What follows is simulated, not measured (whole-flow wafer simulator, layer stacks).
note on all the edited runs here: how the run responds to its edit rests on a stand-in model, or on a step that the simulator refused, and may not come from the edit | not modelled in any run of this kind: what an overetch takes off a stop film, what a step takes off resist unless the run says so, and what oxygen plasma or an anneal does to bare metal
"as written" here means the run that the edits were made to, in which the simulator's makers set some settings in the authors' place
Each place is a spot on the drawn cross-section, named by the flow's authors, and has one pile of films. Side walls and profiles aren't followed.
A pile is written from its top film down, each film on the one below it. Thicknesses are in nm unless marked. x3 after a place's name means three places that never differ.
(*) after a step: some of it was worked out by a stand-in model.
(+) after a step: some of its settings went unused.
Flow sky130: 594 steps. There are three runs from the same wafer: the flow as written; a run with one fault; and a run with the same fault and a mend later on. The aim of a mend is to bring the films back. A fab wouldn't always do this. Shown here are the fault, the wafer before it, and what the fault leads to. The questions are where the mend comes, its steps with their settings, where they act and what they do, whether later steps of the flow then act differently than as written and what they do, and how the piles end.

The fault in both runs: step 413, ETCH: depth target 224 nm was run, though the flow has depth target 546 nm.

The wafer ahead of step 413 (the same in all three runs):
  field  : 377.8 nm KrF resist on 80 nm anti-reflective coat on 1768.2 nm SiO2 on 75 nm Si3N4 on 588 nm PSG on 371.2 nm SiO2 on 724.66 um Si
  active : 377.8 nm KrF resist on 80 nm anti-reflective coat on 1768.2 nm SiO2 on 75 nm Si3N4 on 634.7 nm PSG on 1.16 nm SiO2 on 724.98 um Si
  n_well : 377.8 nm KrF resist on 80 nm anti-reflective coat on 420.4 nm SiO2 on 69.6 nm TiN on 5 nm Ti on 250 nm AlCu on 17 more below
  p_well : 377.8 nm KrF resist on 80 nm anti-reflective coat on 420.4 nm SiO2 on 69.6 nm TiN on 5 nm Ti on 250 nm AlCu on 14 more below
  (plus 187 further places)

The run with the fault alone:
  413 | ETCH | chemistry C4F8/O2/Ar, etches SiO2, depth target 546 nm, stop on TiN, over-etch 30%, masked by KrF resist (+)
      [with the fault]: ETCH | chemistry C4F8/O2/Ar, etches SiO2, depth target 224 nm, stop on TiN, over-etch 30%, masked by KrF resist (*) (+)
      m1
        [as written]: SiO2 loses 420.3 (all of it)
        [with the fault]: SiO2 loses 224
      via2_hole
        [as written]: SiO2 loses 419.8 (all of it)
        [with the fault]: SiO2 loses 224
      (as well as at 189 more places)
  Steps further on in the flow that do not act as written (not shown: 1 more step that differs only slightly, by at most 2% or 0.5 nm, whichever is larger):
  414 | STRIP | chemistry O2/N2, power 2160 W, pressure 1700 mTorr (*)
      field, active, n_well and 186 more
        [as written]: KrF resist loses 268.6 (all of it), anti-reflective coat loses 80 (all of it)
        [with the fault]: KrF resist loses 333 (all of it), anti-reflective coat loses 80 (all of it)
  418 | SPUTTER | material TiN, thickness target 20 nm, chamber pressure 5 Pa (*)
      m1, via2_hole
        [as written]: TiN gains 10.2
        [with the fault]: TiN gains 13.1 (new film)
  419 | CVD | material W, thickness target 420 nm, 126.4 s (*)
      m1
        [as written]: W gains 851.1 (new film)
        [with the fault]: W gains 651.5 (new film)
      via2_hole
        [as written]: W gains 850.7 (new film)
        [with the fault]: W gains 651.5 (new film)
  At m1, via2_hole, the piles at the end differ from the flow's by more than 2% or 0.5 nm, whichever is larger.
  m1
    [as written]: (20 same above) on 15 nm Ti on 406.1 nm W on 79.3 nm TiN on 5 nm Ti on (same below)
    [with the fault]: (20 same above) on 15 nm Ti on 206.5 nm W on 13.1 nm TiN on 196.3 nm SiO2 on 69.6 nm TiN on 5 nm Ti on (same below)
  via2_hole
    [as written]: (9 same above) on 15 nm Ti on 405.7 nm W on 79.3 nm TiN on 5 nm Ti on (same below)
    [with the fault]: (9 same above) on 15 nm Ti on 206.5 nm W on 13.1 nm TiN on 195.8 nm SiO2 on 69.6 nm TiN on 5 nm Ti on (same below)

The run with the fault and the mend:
  After step 413 comes the mend.
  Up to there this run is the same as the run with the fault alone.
  413a | ETCH | chemistry C4F8/O2/Ar, etches SiO2, depth target 322 nm, stop on TiN, over-etch 30%, masked by KrF resist (+) (a further turn of the flow's step 413, with different settings)
      field, active, n_well and 186 more
        KrF resist loses 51
      m1
        SiO2 loses 196.3 (all of it)
      via2_hole
        SiO2 loses 195.8 (all of it)
  Steps further on in the flow that do not act as written:
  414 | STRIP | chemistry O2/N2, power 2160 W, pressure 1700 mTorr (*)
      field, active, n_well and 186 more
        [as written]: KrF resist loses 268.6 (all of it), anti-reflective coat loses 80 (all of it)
        [with the mend]: KrF resist loses 282 (all of it), anti-reflective coat loses 80 (all of it)
  By the end, the piles equal the flow's at every place that both follow.
